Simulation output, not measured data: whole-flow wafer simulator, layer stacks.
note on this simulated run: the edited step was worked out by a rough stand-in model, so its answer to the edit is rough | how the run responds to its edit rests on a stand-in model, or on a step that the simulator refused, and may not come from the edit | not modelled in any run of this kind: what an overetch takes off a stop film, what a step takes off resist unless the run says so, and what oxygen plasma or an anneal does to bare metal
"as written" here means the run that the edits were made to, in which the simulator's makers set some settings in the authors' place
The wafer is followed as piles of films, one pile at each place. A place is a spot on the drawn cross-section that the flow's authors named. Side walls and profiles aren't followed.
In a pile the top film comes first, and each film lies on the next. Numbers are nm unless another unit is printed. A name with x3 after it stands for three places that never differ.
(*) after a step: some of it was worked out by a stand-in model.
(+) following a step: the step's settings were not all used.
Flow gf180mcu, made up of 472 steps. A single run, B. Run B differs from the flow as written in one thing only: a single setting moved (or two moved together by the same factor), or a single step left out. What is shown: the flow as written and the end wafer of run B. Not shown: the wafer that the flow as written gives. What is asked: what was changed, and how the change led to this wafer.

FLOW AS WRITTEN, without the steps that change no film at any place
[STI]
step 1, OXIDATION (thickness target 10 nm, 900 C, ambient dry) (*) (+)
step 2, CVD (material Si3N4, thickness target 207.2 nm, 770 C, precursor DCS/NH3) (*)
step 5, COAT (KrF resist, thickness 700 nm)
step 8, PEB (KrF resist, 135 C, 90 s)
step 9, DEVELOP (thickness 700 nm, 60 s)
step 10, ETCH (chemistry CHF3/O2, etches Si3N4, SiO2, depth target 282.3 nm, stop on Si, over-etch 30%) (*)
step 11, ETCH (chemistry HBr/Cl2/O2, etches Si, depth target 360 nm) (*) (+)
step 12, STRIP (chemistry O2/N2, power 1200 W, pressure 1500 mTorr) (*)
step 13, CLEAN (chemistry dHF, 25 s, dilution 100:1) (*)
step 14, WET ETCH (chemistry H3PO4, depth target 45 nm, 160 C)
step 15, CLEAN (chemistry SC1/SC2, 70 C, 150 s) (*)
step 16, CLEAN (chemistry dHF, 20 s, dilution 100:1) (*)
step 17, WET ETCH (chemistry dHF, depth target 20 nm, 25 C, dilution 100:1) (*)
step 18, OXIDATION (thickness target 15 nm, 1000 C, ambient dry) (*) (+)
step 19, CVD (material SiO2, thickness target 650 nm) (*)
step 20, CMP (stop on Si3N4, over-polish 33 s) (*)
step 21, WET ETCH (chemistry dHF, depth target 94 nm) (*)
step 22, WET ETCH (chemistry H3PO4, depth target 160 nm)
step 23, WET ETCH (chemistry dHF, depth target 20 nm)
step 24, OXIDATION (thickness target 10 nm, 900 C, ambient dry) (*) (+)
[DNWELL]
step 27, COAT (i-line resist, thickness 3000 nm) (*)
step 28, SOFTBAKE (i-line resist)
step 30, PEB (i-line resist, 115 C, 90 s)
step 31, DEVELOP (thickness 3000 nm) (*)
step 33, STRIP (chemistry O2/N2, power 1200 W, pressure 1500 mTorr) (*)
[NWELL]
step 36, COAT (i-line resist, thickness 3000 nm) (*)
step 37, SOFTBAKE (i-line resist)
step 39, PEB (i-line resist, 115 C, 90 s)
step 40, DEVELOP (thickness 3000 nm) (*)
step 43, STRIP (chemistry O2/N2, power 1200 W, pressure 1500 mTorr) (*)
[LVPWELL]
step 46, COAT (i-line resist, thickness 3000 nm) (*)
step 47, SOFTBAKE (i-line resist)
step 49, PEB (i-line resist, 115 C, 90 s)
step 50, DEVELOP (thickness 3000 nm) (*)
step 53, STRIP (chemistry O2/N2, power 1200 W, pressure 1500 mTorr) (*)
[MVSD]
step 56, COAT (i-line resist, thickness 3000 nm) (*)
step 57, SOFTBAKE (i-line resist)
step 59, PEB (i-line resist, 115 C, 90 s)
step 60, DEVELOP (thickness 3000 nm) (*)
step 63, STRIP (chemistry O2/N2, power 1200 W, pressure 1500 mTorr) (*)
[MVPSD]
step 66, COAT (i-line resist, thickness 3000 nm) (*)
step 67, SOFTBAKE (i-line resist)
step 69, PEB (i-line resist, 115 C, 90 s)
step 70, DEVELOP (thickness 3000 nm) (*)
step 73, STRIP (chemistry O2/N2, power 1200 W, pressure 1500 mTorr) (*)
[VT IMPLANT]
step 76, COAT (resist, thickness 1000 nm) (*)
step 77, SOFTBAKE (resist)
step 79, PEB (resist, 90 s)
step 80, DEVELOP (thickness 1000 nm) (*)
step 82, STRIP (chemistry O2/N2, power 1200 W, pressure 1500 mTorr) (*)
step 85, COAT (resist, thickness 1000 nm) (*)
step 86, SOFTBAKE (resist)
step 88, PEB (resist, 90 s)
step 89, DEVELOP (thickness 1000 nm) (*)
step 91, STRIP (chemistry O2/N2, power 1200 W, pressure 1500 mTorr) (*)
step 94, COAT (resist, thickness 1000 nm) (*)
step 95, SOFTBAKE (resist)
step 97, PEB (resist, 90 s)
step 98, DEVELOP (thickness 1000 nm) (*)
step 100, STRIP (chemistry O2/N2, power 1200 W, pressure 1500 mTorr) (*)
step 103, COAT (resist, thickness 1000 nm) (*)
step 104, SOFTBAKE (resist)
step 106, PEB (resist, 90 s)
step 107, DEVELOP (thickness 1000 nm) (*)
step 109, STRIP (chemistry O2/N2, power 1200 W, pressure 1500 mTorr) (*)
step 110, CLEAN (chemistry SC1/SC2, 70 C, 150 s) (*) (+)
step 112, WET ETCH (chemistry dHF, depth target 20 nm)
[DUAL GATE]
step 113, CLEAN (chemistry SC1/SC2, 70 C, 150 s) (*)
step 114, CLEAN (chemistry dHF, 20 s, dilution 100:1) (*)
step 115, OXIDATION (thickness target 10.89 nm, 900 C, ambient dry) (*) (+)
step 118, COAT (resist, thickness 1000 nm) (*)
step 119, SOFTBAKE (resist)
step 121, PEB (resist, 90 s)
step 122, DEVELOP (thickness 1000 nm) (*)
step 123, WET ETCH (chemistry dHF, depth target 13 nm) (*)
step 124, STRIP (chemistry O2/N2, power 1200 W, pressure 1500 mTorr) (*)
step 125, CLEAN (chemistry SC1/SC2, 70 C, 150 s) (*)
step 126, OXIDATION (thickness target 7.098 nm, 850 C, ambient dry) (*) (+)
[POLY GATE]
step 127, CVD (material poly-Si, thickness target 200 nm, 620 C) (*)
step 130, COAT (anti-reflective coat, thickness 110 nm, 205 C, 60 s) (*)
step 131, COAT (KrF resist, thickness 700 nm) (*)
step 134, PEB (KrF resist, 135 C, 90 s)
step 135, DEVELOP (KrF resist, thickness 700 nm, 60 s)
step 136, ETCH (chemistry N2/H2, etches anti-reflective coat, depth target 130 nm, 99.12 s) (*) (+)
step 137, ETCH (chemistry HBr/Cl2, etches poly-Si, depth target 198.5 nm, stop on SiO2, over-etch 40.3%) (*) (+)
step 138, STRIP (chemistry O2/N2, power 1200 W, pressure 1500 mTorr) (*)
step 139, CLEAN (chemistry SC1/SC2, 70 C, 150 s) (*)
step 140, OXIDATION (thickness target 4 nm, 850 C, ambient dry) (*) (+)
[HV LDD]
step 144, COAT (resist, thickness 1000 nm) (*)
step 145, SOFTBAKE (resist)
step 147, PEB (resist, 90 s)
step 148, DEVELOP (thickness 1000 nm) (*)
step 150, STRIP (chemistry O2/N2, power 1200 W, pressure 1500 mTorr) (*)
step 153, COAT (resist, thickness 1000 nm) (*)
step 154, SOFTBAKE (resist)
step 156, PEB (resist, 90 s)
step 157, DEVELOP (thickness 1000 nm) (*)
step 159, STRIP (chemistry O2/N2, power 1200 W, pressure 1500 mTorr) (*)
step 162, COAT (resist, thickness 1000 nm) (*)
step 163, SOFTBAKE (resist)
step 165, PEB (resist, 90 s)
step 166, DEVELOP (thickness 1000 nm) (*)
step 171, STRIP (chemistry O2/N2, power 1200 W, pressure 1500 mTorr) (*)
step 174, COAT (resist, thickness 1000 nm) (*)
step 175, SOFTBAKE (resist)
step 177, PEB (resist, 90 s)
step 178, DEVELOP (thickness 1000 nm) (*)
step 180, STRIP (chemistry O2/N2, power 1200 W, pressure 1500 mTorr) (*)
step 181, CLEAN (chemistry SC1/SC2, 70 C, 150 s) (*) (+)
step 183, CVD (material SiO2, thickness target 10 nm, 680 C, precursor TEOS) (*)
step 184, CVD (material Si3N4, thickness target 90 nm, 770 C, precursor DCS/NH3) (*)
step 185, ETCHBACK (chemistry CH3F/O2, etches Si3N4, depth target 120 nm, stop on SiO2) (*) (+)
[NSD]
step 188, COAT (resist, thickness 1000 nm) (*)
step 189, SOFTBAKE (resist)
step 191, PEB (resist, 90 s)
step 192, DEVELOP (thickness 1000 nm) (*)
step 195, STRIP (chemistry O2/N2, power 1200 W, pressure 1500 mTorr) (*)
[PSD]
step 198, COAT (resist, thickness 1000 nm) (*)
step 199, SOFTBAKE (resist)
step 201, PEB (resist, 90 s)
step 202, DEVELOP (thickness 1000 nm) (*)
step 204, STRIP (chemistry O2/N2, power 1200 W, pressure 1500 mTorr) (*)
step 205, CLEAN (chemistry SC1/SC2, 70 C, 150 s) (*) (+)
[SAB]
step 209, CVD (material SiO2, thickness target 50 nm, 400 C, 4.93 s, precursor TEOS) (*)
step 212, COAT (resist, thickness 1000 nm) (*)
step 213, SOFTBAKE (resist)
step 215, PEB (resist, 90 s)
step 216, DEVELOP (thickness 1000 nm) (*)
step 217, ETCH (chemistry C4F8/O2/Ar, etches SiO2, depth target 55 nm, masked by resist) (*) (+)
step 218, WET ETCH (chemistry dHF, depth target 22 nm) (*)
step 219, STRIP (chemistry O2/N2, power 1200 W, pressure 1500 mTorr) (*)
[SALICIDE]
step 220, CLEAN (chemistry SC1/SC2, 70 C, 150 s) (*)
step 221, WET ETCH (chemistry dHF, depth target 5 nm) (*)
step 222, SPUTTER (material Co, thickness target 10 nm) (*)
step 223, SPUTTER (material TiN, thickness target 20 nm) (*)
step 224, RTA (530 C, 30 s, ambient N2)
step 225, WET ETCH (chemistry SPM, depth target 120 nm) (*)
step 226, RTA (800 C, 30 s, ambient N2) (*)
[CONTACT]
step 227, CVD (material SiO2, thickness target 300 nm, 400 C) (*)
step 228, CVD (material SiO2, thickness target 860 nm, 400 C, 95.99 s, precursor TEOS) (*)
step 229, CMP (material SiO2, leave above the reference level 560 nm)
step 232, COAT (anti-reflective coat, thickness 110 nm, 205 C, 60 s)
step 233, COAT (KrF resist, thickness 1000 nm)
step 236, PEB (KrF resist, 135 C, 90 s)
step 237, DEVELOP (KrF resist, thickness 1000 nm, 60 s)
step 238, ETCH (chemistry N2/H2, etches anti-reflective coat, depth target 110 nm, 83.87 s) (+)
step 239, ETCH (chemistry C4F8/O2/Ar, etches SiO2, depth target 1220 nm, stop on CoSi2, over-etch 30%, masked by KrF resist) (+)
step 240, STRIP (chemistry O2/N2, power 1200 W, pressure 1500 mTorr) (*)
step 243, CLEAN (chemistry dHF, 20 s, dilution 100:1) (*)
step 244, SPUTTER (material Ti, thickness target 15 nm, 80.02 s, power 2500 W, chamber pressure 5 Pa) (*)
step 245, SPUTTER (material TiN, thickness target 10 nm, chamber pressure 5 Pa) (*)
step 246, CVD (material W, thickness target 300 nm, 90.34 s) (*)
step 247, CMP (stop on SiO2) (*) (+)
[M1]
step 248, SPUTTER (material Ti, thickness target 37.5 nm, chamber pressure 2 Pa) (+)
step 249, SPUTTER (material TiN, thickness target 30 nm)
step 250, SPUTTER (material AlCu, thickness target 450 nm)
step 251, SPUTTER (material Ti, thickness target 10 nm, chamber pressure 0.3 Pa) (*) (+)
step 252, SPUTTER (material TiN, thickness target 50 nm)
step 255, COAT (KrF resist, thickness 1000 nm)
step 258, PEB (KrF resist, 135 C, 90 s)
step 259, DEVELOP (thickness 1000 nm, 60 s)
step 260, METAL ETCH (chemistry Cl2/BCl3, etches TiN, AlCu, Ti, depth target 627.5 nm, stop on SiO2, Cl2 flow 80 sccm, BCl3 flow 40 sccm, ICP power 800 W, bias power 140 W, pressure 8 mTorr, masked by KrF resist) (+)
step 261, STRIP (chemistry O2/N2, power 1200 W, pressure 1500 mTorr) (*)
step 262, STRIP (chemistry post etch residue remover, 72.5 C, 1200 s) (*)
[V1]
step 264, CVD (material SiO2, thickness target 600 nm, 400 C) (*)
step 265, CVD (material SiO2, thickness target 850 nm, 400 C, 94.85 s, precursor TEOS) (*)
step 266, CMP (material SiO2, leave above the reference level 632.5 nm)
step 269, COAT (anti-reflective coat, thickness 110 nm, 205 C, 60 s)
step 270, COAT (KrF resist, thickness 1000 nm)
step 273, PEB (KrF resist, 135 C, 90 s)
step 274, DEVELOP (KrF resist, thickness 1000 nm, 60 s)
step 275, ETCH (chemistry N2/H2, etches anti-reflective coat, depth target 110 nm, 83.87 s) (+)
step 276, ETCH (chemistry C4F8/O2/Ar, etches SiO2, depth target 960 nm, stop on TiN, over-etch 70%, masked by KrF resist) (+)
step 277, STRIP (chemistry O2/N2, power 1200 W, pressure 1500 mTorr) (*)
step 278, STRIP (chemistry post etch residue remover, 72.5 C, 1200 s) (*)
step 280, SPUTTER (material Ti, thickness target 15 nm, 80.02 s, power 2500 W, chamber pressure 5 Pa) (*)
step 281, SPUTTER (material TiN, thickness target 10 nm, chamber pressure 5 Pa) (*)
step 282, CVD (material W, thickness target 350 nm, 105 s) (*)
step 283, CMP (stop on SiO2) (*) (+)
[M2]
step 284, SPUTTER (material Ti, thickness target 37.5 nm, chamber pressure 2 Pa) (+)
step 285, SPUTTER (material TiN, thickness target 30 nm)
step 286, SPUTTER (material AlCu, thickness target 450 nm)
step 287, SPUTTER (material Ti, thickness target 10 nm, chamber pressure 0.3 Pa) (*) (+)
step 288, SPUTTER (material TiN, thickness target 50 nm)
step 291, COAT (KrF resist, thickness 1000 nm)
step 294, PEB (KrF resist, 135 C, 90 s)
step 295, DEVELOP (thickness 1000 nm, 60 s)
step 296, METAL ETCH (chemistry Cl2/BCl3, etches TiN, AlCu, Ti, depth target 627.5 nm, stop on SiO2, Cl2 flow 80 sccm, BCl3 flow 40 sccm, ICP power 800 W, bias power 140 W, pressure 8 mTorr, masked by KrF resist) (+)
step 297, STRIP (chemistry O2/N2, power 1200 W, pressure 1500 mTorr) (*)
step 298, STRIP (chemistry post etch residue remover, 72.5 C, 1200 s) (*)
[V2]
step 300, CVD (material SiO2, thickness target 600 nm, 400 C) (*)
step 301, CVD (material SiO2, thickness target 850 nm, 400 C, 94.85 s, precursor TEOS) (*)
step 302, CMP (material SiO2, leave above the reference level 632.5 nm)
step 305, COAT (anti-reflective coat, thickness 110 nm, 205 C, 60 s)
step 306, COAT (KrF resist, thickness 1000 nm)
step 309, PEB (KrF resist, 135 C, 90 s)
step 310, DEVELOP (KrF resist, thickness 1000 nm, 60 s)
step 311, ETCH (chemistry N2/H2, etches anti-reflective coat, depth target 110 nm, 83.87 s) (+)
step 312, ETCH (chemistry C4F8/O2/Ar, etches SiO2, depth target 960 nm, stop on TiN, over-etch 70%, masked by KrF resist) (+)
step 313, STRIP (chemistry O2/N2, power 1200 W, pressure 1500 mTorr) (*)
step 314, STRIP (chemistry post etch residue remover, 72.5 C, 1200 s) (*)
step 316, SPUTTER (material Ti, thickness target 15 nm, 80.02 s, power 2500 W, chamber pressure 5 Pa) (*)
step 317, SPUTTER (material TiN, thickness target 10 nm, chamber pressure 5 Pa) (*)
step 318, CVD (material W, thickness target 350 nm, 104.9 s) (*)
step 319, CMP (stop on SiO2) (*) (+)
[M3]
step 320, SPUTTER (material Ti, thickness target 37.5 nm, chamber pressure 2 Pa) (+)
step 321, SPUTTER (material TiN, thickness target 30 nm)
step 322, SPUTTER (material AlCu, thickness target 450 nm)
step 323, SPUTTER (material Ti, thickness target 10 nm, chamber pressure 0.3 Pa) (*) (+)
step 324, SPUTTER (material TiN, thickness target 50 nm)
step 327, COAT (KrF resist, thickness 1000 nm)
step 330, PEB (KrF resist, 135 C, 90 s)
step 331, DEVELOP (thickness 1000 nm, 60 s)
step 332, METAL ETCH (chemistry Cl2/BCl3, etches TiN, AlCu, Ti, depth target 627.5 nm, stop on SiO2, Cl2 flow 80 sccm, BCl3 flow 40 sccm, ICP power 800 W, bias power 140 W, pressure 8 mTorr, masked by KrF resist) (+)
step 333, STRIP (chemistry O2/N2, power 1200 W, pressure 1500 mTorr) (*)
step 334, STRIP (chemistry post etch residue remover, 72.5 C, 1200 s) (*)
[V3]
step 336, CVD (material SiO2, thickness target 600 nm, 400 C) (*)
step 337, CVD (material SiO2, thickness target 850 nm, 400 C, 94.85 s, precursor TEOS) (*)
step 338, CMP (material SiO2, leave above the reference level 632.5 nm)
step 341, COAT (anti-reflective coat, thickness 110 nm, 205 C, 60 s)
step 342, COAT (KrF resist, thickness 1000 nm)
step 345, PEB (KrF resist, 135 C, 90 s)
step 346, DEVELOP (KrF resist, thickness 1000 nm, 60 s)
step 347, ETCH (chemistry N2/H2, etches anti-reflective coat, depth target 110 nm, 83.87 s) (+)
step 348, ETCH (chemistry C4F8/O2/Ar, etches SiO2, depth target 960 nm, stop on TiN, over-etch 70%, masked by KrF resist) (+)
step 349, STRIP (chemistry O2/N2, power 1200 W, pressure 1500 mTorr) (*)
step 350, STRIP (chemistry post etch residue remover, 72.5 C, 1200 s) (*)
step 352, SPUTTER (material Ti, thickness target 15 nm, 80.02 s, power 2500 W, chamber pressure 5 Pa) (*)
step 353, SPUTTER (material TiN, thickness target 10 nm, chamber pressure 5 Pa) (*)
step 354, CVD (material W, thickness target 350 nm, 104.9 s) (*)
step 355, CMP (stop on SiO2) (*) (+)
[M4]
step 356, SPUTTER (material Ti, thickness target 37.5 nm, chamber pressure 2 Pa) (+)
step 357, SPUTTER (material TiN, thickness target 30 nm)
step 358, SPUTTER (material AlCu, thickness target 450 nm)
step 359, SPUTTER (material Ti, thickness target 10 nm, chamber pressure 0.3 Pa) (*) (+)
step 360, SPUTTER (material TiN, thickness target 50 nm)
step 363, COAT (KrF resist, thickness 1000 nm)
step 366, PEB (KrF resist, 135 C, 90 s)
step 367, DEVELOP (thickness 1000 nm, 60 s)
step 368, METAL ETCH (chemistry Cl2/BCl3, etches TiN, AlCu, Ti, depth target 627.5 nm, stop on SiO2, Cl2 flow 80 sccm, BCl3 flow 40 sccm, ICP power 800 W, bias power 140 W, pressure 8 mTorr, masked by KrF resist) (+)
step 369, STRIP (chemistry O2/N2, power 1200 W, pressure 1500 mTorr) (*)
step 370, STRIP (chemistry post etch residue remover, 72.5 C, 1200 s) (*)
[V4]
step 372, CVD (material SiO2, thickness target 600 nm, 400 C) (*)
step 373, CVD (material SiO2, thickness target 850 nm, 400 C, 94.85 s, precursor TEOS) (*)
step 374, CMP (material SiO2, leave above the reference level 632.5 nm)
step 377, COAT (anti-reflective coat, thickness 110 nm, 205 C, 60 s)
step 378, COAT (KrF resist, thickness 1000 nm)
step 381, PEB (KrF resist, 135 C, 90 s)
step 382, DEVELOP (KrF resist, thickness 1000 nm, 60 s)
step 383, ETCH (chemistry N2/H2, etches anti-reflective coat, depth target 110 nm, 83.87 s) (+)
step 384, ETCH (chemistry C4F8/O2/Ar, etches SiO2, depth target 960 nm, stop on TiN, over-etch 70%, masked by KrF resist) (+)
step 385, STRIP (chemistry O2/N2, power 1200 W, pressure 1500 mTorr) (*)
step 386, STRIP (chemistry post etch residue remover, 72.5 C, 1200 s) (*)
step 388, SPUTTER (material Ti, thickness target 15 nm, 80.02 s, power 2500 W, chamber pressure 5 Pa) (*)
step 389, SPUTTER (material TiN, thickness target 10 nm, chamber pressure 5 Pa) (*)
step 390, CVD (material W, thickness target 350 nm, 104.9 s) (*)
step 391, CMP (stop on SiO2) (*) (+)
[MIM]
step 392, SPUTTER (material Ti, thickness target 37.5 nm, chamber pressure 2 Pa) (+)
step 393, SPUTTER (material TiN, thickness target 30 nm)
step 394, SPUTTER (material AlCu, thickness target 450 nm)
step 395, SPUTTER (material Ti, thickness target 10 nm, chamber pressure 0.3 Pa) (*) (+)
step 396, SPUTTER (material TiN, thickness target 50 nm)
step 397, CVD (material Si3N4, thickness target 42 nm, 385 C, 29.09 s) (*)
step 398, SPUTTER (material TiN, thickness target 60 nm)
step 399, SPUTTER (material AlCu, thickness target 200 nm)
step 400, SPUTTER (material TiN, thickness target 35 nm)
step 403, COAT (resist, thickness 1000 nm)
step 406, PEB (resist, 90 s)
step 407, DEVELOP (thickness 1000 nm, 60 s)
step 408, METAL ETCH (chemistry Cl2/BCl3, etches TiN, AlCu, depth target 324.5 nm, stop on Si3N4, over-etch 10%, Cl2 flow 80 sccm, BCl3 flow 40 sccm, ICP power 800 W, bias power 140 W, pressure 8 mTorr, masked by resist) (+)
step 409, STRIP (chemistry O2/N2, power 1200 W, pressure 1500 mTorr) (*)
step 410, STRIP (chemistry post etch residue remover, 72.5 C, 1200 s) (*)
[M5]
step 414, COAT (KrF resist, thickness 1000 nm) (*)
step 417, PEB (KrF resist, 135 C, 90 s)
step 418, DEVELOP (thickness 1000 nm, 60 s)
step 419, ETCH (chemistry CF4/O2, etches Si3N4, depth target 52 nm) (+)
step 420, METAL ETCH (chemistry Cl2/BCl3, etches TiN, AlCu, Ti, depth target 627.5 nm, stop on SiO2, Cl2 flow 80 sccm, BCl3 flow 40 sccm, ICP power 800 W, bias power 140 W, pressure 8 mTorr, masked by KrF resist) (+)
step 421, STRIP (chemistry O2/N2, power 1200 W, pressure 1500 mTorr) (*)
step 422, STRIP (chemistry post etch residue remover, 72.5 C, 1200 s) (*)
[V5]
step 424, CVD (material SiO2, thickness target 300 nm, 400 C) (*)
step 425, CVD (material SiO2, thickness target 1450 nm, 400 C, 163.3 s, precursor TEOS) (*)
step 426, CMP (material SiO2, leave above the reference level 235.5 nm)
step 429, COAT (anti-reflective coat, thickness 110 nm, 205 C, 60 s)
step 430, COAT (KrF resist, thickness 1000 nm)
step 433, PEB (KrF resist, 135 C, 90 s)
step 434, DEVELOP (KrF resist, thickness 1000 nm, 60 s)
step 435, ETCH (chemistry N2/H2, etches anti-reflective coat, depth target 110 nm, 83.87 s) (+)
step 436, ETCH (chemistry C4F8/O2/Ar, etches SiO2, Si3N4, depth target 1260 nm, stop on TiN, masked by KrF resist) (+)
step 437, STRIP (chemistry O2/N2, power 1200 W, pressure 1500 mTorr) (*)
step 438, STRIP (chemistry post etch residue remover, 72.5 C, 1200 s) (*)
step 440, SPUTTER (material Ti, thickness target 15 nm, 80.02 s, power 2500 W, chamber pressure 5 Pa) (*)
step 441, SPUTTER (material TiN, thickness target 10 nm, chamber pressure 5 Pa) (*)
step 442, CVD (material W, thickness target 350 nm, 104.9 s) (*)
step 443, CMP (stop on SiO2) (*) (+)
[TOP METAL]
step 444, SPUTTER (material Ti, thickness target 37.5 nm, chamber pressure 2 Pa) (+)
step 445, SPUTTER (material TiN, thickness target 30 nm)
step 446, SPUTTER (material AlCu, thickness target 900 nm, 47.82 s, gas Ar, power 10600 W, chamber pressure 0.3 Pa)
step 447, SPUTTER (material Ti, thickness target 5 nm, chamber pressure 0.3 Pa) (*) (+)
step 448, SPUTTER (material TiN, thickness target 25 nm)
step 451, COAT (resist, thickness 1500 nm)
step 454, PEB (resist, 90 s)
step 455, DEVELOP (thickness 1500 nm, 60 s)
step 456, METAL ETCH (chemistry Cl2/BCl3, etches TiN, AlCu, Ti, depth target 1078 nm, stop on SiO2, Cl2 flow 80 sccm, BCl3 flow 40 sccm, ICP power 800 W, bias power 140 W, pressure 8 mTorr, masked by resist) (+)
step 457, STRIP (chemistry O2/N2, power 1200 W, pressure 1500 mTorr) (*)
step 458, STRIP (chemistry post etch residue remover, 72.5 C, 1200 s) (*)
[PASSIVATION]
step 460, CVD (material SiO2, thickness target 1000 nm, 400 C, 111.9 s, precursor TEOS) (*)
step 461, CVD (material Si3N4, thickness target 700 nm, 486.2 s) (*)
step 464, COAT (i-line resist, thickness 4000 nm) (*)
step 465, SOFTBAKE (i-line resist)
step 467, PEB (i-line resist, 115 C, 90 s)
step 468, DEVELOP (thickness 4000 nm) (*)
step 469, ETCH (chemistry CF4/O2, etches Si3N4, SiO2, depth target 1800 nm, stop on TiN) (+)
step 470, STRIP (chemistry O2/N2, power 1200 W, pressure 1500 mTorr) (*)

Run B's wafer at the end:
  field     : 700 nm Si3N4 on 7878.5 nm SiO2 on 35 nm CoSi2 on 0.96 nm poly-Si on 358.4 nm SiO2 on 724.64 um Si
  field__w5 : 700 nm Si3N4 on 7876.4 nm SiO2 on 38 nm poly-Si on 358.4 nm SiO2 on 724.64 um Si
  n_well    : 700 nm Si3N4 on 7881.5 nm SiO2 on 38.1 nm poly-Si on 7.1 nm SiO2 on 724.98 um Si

What caused this: step 127, CVD: thickness target 320 nm was run, whereas the flow has thickness target 200 nm.

How this came from the change, step by step:
  step 127, CVD (material poly-Si, thickness target 200 nm, 620 C) (*)
      field, field__w1, field__w2 and 87 more: poly-Si gains 320 (new film) (in the flow as written it would be: poly-Si gains 200 (new film))
      ldn_drn, ldp_drn: poly-Si gains 321.1 (new film) (in the flow as written it would be: poly-Si gains 200 (new film))
  step 137, ETCH (chemistry HBr/Cl2, etches poly-Si, depth target 198.5 nm, stop on SiO2, over-etch 40.3%) (*) (+)
      field, field__w3, field__w12 and 10 more: poly-Si loses 278.5 (in the flow as written it would be: poly-Si loses 198.6 (all of it), SiO2 loses 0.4)
      active, n_well, sd_p and 9 more: poly-Si loses 278.5 (in the flow as written it would be: poly-Si loses 198.7 (all of it), SiO2 loses 0.4)
      (as well as at 39 more places)
  step 138, STRIP (chemistry O2/N2, power 1200 W, pressure 1500 mTorr) (*)
      field, field__w1, field__w2 and 61 more: chemical SiO2 gains 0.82 (new film), poly-Si loses 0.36 (in the flow as written it would be: nothing)
  step 139, CLEAN (chemistry SC1/SC2, 70 C, 150 s) (*)
      field, field__w1, field__w2 and 34 more: chemical SiO2 loses 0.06, poly-Si loses 0.27 (in the flow as written it would be: SiO2 loses 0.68)
  step 140, OXIDATION (thickness target 4 nm, 850 C, ambient dry) (*) (+)
      field, field__w1, field__w2 and 21 more: SiO2 gains 4 (new film), chemical SiO2 loses 0.76 (all of it), poly-Si loses 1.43 (in the flow as written it would be: SiO2 gains 0.15, Si loses 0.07)
      active_hv, active_nat, ld_sd_n and 11 more: SiO2 gains 4 (new film), chemical SiO2 loses 0.76 (all of it), poly-Si loses 1.43 (in the flow as written it would be: SiO2 gains 0.96, Si loses 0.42)
      (as well as at 26 more places)
  step 144, COAT (resist, thickness 1000 nm) (*)
      field_sub__w4: resist gains 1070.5 (new film) (in the flow as written it would be: resist gains 1047.6 (new film))
      gate: resist gains 773 (new film) (in the flow as written it would be: resist gains 837.4 (new film))
      (as well as at 31 more places)
  step 145, SOFTBAKE (resist)
      nw_enc_fld_lv__w3: resist loses 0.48 (in the flow as written it would be: resist gains 0.39)
      ldn_sep__w1, ldp_sep: resist gains 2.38 (in the flow as written it would be: resist gains 1.58)
      (as well as at 51 more places)
  step 147, PEB (resist, 90 s)
      gate_p_hv, gate_hv5: resist loses 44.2 (in the flow as written it would be: resist loses 47.8)
      npoly_u, gate_p_hv5: resist loses 43.6 (in the flow as written it would be: resist loses 47.4)
      (as well as at 30 more places)
  step 148, DEVELOP (thickness 1000 nm) (*)
      gate: resist loses 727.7 (all of it) (in the flow as written it would be: resist loses 789.1 (all of it))
      npoly_u: resist loses 731.8 (all of it) (in the flow as written it would be: resist loses 790.2 (all of it))
      (as well as at 3 more places)
  step 150, STRIP (chemistry O2/N2, power 1200 W, pressure 1500 mTorr) (*)
      field_sub__w4: resist loses 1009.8 (all of it) (in the flow as written it would be: resist loses 988.2 (all of it))
      gate_hv: resist loses 739.4 (all of it) (in the flow as written it would be: resist loses 795.2 (all of it))
      (as well as at 26 more places)
  step 153, COAT (resist, thickness 1000 nm) (*)
      field_sub__w4: resist gains 1070.5 (new film) (in the flow as written it would be: resist gains 1047.6 (new film))
      gate: resist gains 773 (new film) (in the flow as written it would be: resist gains 837.4 (new film))
      (as well as at 31 more places)
  step 154, SOFTBAKE (resist)
      nw_enc_fld_lv__w3: resist loses 0.48 (in the flow as written it would be: resist gains 0.39)
      ldn_sep__w1, ldp_sep: resist gains 2.38 (in the flow as written it would be: resist gains 1.58)
      (as well as at 51 more places)
  step 156, PEB (resist, 90 s)
      gate_p_hv, gate_hv5: resist loses 44.2 (in the flow as written it would be: resist loses 47.8)
      npoly_u, gate_p_hv5: resist loses 43.6 (in the flow as written it would be: resist loses 47.4)
      (as well as at 30 more places)
  step 157, DEVELOP (thickness 1000 nm) (*)
      gate_p: resist loses 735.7 (all of it) (in the flow as written it would be: resist loses 795.2 (all of it))
      ppoly_u: resist loses 735.6 (all of it) (in the flow as written it would be: resist loses 793.1 (all of it))
      (as well as at 3 more places)
  step 159, STRIP (chemistry O2/N2, power 1200 W, pressure 1500 mTorr) (*)
      field_sub__w4: resist loses 1009.8 (all of it) (in the flow as written it would be: resist loses 988.2 (all of it))
      gate: resist loses 727.7 (all of it) (in the flow as written it would be: resist loses 789.1 (all of it))
      (as well as at 26 more places)
  step 162, COAT (resist, thickness 1000 nm) (*)
      field_sub__w4: resist gains 1070.5 (new film) (in the flow as written it would be: resist gains 1047.6 (new film))
      gate: resist gains 773 (new film) (in the flow as written it would be: resist gains 837.4 (new film))
      (as well as at 31 more places)
  ... 38 other steps ...
  step 246, CVD (material W, thickness target 300 nm, 90.34 s) (*)
      polyc_n, polyc_p: W gains 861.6 (new film) (in the flow as written it would be: W gains 936 (new film))
If metal films that touch count as one body, field has 1 body; the flow as written gives 0 bodies.
